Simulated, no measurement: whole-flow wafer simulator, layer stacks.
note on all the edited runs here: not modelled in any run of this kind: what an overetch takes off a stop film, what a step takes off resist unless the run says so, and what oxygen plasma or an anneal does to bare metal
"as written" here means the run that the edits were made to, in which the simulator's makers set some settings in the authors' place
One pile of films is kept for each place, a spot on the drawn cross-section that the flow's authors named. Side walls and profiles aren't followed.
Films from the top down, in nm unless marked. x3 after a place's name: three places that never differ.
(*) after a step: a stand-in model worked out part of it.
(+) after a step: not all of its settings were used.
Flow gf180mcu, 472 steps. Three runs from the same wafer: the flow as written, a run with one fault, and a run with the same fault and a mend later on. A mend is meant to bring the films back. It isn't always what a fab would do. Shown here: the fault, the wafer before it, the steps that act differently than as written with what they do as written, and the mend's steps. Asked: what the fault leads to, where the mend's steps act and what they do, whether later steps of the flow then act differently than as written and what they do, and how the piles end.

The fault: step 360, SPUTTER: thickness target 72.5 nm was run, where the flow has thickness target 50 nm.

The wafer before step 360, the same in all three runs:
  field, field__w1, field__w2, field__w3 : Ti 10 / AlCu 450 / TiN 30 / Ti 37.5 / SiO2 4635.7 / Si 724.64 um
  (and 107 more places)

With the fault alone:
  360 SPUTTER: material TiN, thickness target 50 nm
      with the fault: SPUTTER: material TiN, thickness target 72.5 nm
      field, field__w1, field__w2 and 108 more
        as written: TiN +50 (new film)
        with the fault: TiN +72.5 (new film)
  Later steps of the flow that act differently than as written (3 more steps differ only slightly, by at most 2% or 0.5 nm, whichever is larger, and aren't shown):
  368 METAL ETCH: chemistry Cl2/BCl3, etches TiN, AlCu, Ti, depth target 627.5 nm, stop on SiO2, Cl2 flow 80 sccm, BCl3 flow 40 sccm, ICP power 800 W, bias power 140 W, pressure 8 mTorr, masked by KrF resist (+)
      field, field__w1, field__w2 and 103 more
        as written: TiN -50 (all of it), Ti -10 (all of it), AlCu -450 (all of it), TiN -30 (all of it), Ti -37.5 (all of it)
        with the fault: TiN -72.5 (all of it), Ti -10 (all of it), AlCu -450 (all of it), TiN -30 (all of it), Ti -37.5 (all of it)
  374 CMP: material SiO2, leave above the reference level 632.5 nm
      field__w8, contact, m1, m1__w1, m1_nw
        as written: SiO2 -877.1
        with the fault: SiO2 -899.6
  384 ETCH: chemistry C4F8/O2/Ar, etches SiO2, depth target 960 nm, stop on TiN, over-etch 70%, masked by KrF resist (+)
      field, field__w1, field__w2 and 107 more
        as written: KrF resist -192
        with the fault: KrF resist -187
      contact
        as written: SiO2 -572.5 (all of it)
        with the fault: SiO2 -550 (all of it)
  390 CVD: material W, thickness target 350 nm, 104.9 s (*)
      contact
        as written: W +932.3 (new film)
        with the fault: W +909.6 (new film)
  At the end the piles differ from the flow's by more than 2% or 0.5 nm, whichever is larger, at field__w8, contact, m1, m1__w1, m1_nw.
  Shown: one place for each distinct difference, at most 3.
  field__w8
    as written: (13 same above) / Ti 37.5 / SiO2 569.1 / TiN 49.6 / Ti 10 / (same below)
    with the fault: (13 same above) / Ti 37.5 / SiO2 546.6 / TiN 72.1 / Ti 10 / (same below)
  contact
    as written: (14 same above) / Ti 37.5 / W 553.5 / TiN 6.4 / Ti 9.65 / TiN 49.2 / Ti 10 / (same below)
    with the fault: (14 same above) / Ti 37.5 / W 530.8 / TiN 6.49 / Ti 9.78 / TiN 71.7 / Ti 10 / (same below)

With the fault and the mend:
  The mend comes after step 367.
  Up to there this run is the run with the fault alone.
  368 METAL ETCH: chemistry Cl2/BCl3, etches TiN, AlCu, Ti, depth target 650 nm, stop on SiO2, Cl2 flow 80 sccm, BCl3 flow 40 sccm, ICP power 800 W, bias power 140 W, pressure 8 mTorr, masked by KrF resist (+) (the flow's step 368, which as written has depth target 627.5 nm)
      field, field__w1, field__w2 and 103 more
        TiN -72.5 (all of it), Ti -10 (all of it), AlCu -450 (all of it), TiN -30 (all of it), Ti -37.5 (all of it)
      field__w8, contact, m1, m1__w1, m1_nw
        KrF resist -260
  Later steps of the flow that act differently than as written (4 more steps differ only slightly, by at most 2% or 0.5 nm, whichever is larger, and aren't shown):
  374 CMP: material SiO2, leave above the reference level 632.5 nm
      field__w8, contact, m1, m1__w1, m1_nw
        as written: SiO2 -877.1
        with the mend: SiO2 -899.6
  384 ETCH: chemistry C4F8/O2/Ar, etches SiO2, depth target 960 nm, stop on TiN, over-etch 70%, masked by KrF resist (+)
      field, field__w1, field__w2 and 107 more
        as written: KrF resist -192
        with the mend: KrF resist -187
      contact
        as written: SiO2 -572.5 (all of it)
        with the mend: SiO2 -550 (all of it)
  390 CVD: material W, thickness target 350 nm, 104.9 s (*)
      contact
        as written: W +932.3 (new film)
        with the mend: W +909.6 (new film)
  At the end the piles differ from the flow's by more than 2% or 0.5 nm, whichever is larger, at field__w8, contact, m1, m1__w1, m1_nw.
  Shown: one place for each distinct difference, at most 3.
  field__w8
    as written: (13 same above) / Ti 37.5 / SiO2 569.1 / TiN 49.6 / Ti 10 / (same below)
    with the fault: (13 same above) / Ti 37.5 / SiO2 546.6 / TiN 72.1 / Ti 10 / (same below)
    with the mend: (13 same above) / Ti 37.5 / SiO2 546.6 / TiN 72.1 / Ti 10 / (same below)
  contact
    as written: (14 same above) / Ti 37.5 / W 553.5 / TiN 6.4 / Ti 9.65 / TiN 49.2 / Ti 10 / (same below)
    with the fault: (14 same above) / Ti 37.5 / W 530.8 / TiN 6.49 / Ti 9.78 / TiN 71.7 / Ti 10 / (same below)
    with the mend: (14 same above) / Ti 37.5 / W 530.8 / TiN 6.49 / Ti 9.78 / TiN 71.7 / Ti 10 / (same below)
